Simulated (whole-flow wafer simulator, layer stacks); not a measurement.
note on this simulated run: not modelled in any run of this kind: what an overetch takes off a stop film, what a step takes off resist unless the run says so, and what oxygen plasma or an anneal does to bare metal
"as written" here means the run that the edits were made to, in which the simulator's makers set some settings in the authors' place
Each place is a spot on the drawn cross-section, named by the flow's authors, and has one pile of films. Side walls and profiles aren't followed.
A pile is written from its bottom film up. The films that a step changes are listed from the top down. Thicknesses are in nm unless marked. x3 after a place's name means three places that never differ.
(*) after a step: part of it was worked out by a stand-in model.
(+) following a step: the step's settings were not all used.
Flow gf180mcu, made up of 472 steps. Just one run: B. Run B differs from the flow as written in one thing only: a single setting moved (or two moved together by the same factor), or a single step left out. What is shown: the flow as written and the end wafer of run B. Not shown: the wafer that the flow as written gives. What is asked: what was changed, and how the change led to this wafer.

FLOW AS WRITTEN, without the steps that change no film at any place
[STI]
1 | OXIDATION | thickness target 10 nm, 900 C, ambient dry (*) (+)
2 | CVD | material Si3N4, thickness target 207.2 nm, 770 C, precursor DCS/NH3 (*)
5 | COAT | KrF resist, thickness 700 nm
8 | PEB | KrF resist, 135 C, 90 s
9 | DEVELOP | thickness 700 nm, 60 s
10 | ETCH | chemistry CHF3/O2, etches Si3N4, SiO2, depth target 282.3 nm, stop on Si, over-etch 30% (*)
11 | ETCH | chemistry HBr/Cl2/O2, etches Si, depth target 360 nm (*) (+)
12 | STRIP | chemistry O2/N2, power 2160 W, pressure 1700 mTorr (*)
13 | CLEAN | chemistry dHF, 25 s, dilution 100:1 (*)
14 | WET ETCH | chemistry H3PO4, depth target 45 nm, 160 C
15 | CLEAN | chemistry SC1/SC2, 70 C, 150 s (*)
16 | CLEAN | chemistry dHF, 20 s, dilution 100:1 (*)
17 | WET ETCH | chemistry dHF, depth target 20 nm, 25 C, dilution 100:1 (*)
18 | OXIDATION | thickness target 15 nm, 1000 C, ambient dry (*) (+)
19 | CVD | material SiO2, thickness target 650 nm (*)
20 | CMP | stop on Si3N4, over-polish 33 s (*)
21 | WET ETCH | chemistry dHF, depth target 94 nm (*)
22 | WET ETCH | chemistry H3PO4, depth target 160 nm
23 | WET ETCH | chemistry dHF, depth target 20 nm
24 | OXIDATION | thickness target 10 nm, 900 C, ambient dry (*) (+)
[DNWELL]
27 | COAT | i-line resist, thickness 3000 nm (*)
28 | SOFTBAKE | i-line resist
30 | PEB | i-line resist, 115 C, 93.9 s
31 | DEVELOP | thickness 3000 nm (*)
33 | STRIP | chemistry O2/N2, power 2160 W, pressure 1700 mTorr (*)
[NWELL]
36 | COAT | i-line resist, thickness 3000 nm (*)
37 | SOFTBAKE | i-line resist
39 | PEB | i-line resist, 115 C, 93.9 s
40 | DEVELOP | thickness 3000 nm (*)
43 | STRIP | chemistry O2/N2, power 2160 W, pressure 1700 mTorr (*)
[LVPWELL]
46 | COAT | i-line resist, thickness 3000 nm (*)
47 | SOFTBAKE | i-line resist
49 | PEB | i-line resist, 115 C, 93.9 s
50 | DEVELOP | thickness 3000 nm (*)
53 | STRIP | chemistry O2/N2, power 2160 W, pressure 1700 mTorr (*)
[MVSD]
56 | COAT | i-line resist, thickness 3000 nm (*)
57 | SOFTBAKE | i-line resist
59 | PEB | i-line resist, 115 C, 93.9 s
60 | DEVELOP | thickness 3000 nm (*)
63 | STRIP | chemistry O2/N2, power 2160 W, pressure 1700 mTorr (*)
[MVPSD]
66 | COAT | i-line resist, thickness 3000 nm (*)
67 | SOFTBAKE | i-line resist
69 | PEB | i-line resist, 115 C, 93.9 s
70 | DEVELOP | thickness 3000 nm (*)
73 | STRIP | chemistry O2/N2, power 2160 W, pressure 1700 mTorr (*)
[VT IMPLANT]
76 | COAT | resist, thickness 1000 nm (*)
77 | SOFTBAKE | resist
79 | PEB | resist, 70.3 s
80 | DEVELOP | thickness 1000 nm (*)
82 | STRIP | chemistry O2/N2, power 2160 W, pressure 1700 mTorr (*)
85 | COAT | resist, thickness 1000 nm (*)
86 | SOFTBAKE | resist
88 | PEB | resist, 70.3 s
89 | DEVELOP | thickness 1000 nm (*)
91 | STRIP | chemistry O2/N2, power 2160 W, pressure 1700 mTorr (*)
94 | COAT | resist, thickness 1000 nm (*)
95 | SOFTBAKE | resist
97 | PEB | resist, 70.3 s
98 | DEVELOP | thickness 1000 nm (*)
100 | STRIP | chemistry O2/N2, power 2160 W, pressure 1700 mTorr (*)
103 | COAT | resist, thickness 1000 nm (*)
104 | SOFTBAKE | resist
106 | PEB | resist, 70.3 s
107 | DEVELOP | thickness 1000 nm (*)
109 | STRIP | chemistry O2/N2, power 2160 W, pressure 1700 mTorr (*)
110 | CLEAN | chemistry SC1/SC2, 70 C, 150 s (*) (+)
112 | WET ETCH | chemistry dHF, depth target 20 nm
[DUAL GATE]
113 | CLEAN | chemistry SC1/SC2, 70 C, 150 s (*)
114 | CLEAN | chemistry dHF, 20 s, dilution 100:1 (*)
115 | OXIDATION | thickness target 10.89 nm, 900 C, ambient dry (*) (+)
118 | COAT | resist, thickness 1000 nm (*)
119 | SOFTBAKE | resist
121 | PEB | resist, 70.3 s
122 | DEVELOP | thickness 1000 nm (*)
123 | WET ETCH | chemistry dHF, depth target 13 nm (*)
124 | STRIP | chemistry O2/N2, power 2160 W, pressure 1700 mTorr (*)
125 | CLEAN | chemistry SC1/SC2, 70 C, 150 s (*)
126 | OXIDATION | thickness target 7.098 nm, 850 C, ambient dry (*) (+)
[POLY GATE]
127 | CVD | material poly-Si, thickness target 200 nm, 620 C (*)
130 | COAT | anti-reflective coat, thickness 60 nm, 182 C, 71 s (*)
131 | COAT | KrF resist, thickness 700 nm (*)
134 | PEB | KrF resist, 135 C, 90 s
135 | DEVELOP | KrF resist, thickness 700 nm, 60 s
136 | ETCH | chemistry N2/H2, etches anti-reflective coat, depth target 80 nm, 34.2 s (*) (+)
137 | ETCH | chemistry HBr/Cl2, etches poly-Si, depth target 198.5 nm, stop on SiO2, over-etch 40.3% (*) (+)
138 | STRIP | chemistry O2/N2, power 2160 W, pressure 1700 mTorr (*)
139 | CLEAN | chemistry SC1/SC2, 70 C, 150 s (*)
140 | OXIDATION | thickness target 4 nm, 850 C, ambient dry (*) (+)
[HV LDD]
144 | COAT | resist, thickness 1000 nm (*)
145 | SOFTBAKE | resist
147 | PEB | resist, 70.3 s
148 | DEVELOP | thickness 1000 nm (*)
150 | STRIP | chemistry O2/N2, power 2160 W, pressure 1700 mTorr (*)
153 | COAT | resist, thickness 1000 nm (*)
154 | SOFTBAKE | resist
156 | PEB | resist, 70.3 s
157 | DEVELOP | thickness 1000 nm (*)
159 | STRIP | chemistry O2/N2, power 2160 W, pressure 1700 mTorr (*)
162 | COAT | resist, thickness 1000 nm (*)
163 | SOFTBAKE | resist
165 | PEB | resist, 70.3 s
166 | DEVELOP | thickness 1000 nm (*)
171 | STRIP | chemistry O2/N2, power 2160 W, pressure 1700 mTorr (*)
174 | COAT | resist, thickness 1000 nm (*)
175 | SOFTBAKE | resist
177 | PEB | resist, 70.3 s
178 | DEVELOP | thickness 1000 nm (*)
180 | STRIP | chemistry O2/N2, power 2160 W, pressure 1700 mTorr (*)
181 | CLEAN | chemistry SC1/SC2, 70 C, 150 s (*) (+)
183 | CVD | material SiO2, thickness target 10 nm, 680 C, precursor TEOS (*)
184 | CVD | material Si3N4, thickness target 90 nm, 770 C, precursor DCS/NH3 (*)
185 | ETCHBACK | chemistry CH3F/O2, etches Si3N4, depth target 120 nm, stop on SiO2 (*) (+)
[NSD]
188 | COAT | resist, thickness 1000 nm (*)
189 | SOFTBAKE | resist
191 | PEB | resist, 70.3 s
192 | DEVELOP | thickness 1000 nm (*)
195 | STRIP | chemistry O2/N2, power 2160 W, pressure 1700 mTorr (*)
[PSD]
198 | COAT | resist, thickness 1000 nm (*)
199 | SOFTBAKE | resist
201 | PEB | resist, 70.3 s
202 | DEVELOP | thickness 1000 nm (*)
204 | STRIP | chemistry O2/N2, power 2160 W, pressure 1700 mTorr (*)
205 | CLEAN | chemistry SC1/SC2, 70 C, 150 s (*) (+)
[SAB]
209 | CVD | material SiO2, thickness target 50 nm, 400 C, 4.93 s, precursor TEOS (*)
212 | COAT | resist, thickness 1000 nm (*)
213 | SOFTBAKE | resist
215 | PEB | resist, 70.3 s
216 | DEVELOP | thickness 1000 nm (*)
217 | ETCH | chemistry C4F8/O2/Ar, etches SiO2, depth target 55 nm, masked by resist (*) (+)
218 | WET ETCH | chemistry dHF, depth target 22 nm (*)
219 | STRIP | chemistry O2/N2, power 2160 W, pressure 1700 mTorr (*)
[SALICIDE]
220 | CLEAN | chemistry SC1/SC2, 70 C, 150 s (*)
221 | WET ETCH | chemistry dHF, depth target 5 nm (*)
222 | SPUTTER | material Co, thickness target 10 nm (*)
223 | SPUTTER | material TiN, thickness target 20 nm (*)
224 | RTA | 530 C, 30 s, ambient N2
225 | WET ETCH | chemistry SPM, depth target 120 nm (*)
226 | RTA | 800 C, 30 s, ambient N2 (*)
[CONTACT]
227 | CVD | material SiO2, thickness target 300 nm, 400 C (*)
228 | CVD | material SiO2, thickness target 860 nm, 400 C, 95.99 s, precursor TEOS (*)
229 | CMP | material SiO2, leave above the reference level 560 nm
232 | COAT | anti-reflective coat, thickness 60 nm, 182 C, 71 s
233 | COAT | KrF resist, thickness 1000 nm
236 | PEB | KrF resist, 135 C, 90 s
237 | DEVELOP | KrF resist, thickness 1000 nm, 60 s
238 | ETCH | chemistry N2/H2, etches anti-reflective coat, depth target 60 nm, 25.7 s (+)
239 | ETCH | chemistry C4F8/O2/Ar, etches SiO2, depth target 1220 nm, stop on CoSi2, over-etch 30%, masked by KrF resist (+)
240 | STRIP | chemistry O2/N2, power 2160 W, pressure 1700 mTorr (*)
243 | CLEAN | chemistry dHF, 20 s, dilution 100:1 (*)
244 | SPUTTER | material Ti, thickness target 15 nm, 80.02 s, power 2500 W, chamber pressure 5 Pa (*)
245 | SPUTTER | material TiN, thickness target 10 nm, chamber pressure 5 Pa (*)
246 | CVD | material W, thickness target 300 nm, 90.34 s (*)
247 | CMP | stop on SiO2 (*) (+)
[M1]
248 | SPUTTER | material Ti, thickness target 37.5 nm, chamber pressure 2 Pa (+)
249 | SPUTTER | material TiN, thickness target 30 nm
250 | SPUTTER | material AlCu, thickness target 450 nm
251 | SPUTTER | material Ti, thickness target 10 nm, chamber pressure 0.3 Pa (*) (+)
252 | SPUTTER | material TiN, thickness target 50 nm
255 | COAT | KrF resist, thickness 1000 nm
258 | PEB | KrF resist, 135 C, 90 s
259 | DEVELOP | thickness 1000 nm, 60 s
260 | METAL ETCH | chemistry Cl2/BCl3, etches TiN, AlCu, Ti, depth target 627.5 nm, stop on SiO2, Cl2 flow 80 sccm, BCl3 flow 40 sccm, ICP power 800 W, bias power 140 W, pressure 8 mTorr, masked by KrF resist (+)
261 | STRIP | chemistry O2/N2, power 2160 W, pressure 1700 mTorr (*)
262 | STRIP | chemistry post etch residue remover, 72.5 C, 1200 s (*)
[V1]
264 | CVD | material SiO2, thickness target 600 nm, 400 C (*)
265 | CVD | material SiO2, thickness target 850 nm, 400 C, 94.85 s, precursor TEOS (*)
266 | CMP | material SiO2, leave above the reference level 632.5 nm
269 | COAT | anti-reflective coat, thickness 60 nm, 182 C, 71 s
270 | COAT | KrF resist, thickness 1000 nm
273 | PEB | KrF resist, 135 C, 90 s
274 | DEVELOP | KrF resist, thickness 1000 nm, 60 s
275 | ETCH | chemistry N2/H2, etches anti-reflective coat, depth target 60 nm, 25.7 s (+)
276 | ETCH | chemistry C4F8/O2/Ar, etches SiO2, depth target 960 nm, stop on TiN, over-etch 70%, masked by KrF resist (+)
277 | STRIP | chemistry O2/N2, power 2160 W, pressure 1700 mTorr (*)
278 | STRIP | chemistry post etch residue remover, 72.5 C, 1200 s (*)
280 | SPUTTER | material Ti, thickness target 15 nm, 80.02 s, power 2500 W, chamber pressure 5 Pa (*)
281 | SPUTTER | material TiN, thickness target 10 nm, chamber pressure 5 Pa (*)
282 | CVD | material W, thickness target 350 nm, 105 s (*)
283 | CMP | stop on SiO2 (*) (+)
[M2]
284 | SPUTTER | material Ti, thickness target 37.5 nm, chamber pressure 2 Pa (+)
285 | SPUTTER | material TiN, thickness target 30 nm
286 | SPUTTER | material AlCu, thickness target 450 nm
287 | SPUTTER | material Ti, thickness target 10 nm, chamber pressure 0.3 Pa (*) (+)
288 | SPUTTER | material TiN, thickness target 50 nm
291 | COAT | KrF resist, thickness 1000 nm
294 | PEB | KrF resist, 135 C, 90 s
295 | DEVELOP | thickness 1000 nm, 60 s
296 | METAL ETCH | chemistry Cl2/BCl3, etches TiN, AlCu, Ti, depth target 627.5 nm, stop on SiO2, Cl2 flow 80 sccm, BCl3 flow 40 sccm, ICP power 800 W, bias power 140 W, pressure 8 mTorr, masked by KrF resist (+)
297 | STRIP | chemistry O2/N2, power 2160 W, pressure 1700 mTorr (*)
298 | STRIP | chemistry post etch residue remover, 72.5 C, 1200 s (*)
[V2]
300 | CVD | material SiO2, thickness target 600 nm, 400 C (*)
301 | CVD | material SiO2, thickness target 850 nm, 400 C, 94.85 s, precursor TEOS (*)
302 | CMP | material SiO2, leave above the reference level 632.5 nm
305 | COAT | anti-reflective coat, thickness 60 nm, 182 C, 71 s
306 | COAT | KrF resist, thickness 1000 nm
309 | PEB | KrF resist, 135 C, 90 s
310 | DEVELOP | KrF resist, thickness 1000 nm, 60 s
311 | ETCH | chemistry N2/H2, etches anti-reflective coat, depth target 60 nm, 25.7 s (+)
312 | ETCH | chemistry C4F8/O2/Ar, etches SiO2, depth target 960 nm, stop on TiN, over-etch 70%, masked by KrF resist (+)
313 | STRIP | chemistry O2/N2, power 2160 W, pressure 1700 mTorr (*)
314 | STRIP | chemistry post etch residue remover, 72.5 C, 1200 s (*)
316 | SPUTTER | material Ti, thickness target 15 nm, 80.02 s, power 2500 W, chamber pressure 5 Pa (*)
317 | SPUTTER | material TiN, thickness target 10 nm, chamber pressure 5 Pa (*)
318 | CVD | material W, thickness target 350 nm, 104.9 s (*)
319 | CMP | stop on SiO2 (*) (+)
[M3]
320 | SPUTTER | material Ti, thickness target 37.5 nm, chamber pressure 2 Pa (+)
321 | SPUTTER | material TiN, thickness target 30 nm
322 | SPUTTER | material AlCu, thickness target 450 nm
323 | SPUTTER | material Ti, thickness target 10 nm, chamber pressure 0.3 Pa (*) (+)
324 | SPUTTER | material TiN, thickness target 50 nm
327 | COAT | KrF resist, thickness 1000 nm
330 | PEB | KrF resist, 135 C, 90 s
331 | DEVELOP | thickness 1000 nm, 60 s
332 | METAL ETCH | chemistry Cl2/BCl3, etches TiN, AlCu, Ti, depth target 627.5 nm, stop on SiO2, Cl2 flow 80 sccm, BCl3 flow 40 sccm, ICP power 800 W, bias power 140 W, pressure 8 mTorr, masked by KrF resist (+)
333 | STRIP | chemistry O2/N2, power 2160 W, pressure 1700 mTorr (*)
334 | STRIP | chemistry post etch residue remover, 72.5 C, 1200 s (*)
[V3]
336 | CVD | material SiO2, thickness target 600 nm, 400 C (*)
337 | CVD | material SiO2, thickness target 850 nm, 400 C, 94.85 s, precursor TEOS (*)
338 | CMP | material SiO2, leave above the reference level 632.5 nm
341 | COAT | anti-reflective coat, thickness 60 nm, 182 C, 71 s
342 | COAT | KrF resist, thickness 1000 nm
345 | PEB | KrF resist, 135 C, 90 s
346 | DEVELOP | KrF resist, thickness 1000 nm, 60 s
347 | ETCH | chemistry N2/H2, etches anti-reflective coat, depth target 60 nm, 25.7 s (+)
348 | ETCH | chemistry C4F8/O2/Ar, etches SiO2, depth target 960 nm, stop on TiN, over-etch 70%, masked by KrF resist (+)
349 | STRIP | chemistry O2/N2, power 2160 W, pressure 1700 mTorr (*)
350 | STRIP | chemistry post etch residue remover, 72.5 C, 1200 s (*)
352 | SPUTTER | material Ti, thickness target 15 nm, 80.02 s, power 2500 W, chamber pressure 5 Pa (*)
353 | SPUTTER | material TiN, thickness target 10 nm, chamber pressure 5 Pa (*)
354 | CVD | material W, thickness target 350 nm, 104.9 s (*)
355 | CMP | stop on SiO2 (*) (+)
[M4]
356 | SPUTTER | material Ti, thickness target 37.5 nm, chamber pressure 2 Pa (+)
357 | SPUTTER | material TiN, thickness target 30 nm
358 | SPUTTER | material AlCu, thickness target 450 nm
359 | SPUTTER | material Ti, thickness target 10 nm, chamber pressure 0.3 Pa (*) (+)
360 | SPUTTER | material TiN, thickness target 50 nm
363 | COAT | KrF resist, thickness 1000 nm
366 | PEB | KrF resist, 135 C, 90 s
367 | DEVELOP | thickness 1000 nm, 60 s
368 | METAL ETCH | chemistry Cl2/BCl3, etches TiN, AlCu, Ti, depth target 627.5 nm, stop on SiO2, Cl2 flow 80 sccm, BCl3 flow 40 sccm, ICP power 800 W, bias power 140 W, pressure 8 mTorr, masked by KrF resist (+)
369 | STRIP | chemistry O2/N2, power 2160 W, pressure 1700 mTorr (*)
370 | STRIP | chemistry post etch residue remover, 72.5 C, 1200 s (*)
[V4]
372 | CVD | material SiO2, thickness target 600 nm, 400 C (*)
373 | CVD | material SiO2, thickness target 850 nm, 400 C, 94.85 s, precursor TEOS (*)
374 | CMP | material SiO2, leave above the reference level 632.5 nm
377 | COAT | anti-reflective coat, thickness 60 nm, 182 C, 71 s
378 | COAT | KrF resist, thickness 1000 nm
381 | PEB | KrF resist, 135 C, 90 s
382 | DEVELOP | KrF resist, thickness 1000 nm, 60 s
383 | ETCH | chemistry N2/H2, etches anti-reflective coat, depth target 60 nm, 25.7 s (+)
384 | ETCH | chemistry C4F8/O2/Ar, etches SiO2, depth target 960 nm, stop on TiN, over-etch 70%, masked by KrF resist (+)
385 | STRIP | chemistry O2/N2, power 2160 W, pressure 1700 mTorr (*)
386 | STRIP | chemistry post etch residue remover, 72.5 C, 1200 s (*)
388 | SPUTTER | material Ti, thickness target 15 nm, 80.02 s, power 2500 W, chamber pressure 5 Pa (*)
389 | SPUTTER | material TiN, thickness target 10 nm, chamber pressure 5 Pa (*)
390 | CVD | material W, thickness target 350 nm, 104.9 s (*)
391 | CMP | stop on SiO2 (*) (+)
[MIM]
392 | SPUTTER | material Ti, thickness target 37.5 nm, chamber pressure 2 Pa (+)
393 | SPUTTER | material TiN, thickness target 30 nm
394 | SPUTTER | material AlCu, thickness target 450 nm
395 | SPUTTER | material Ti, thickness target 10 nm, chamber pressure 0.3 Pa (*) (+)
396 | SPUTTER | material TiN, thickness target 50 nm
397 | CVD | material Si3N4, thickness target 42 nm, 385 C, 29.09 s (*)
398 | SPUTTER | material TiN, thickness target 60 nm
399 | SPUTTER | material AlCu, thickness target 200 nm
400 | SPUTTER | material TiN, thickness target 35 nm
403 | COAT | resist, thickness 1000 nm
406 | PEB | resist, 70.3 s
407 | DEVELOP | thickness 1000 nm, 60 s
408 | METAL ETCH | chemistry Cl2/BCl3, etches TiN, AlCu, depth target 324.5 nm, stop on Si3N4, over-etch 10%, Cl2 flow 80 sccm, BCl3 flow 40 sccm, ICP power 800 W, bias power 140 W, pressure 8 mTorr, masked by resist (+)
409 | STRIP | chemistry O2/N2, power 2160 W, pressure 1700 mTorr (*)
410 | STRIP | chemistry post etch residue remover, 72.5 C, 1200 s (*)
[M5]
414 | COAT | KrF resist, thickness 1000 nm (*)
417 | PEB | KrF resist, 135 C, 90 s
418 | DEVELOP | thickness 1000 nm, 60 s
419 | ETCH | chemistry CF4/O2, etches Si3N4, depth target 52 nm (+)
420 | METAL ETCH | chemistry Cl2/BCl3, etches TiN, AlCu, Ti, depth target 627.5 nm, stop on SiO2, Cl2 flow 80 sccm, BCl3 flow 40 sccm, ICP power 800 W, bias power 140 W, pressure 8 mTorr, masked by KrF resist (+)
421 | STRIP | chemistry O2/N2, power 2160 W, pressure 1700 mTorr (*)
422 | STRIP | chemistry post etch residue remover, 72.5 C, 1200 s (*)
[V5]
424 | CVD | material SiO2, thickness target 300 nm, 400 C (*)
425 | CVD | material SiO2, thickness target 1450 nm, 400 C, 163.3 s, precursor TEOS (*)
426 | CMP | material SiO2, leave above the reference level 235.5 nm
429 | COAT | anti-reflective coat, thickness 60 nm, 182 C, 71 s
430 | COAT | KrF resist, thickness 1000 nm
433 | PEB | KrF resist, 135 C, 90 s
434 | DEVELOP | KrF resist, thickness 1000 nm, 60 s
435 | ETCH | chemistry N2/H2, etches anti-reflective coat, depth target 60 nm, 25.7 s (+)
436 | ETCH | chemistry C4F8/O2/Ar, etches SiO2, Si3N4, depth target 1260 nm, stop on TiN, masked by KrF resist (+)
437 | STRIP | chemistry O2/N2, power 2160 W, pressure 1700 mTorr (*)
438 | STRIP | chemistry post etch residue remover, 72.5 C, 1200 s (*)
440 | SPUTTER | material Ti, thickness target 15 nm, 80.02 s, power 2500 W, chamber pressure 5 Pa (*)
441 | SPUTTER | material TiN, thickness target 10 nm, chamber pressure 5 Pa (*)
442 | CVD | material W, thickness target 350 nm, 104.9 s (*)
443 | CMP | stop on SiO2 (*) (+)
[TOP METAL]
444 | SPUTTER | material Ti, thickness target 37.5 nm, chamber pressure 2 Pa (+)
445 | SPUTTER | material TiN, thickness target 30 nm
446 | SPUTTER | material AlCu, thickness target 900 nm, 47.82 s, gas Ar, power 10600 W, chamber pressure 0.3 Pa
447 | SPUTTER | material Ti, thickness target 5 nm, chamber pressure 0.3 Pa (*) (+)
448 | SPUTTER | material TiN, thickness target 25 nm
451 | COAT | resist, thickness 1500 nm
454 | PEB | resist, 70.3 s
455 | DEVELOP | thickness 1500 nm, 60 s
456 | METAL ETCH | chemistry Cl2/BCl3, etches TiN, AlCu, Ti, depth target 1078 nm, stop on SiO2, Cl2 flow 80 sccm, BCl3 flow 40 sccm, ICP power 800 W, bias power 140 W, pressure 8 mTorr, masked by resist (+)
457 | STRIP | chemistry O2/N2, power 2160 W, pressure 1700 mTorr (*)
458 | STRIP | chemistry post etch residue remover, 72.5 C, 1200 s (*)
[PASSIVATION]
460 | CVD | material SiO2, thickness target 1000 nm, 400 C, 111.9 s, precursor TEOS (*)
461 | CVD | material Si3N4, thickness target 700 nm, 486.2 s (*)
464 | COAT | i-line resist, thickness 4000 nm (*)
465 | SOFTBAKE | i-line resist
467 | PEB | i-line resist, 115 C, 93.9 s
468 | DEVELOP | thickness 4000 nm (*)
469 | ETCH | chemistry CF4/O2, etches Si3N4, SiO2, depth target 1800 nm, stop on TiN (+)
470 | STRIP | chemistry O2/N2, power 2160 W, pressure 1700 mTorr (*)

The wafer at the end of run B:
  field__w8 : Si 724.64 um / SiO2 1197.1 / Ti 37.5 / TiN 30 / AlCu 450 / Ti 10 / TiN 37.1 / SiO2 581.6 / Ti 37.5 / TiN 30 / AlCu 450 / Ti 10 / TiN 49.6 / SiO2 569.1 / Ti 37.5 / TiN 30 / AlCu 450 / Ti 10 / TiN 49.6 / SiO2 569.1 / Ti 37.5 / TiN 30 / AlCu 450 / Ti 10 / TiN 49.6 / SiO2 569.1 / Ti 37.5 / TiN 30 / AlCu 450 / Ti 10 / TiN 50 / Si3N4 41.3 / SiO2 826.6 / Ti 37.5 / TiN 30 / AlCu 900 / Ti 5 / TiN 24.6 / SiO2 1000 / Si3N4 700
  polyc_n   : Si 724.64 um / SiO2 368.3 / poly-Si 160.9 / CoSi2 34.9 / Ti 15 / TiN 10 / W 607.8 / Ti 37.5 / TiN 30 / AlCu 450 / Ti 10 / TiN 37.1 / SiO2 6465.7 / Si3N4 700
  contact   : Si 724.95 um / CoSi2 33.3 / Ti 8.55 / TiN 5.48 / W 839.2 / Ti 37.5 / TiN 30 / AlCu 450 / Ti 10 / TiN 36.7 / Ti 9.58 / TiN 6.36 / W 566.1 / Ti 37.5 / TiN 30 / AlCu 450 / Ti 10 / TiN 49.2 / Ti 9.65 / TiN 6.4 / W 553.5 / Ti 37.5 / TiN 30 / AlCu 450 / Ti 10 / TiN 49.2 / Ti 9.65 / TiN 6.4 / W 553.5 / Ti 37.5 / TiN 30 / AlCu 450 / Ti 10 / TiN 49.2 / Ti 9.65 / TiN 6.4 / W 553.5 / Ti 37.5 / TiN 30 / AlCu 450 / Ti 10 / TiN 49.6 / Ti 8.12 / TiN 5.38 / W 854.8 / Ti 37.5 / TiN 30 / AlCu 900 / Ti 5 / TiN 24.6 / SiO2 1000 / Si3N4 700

The reason: step 252, SPUTTER: thickness target 37.5 nm was run, though the flow has thickness target 50 nm.

How this came from the change, step by step:
  252 | SPUTTER | material TiN, thickness target 50 nm
      field, field__w1, field__w2 and 108 more: +37.5 TiN (new film) (as written it would have been: +50 TiN (new film))
  260 | METAL ETCH | chemistry Cl2/BCl3, etches TiN, AlCu, Ti, depth target 627.5 nm, stop on SiO2, Cl2 flow 80 sccm, BCl3 flow 40 sccm, ICP power 800 W, bias power 140 W, pressure 8 mTorr, masked by KrF resist (+)
      field, field__w1, field__w2 and 99 more: -37.5 TiN (all of it), -10 Ti (all of it), -450 AlCu (all of it), -30 TiN (all of it), -37.5 Ti (all of it) (as written it would have been: -50 TiN (all of it), -10 Ti (all of it), -450 AlCu (all of it), -30 TiN (all of it), -37.5 Ti (all of it))
  276 | ETCH | chemistry C4F8/O2/Ar, etches SiO2, depth target 960 nm, stop on TiN, over-etch 70%, masked by KrF resist (+)
      contact: -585 SiO2 (all of it) (as written it would have been: -572.5 SiO2 (all of it))
